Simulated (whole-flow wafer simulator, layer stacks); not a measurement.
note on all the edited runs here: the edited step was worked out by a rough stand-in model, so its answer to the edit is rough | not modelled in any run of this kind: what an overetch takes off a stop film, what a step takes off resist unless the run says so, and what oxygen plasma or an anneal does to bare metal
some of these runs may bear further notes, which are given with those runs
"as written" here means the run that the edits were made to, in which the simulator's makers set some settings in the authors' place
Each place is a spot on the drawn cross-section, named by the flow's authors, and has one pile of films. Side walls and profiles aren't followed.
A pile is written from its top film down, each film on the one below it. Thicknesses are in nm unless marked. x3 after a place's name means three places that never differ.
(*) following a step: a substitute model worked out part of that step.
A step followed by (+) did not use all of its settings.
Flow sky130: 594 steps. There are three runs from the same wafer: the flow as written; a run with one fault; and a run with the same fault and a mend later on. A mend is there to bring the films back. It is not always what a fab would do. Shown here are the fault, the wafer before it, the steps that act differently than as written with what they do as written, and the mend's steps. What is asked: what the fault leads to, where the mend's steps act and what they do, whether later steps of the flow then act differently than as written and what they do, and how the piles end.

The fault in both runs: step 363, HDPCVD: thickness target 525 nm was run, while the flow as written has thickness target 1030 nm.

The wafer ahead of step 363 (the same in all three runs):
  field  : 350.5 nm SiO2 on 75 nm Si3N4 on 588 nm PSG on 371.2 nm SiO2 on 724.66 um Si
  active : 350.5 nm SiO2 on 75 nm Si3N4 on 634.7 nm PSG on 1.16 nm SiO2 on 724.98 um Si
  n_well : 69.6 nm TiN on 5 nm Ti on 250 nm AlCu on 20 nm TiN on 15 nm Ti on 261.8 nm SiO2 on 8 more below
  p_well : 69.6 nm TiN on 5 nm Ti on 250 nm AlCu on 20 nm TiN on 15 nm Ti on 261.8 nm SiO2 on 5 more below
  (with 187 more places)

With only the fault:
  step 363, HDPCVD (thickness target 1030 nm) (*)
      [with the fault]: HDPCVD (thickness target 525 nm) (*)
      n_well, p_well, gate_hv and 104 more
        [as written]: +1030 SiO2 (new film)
        [with the fault]: +525 SiO2 (new film)
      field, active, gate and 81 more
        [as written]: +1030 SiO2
        [with the fault]: +525 SiO2
  Later steps of the flow acting differently than as written (25 more steps, not shown, differ only slightly: by at most 2% or 0.5 nm, whichever is larger):
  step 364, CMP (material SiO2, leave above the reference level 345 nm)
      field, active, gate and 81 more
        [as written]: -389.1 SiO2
        [with the fault]: nothing
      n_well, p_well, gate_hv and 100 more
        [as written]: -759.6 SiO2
        [with the fault]: -254.6 SiO2
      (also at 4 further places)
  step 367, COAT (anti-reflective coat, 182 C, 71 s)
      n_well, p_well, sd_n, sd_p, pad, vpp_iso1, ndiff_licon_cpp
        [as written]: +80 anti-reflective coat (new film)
        [with the fault]: +3 anti-reflective coat (new film)
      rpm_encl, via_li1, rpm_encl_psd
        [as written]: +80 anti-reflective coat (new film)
        [with the fault]: +93.5 anti-reflective coat (new film)
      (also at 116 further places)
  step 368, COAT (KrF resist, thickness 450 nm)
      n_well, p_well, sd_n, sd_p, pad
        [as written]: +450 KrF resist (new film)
        [with the fault]: +412.8 KrF resist (new film)
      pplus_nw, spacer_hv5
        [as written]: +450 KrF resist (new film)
        [with the fault]: +421.7 KrF resist (new film)
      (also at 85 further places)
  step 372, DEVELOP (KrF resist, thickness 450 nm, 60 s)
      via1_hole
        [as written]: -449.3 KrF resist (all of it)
        [with the fault]: -416.6 KrF resist (all of it)
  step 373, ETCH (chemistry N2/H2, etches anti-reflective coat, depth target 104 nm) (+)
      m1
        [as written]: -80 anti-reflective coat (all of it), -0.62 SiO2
        [with the fault]: -10.8 anti-reflective coat (all of it)
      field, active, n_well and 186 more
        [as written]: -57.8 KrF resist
        [with the fault]: -6.01 KrF resist
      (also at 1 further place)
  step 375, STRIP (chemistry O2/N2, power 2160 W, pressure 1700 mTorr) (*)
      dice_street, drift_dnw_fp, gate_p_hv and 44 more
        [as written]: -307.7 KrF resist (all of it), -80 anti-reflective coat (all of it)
        [with the fault]: -359.4 KrF resist (all of it), -80 anti-reflective coat (all of it)
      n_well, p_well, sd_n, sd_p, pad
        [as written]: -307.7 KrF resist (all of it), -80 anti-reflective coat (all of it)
        [with the fault]: -322.2 KrF resist (all of it), -3 anti-reflective coat (all of it)
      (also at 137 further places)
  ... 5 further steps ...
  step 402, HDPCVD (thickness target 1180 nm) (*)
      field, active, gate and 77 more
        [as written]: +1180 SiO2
        [with the fault]: +1180 SiO2 (new film)
  At field, active, gate and 84 more, the piles at the end differ from the flow's by more than 2% or 0.5 nm, whichever is larger.
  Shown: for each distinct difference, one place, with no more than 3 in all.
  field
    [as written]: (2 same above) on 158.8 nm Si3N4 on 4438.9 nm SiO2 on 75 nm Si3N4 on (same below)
    [with the fault]: (2 same above) on 158.8 nm Si3N4 on 3458.7 nm SiO2 on 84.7 nm W on 20 nm TiN on 875.5 nm SiO2 on 75 nm Si3N4 on (same below)
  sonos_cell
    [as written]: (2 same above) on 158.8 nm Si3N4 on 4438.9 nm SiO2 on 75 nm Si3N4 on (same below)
    [with the fault]: (2 same above) on 158.8 nm Si3N4 on 3458.7 nm SiO2 on 84.8 nm W on 20 nm TiN on 875.5 nm SiO2 on 75 nm Si3N4 on (same below)
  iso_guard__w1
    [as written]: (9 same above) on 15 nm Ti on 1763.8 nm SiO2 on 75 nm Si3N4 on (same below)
    [with the fault]: (9 same above) on 15 nm Ti on 783.6 nm SiO2 on 84.8 nm W on 20 nm TiN on 875.5 nm SiO2 on 75 nm Si3N4 on (same below)

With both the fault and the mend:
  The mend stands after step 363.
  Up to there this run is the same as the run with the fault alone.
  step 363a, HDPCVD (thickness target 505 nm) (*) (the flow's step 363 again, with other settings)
      field, active, n_well and 188 more
        +505 SiO2
  Every later step of the flow that is run acts as written at every place that is followed.
  The piles end the same as the flow's at every place that both follow.
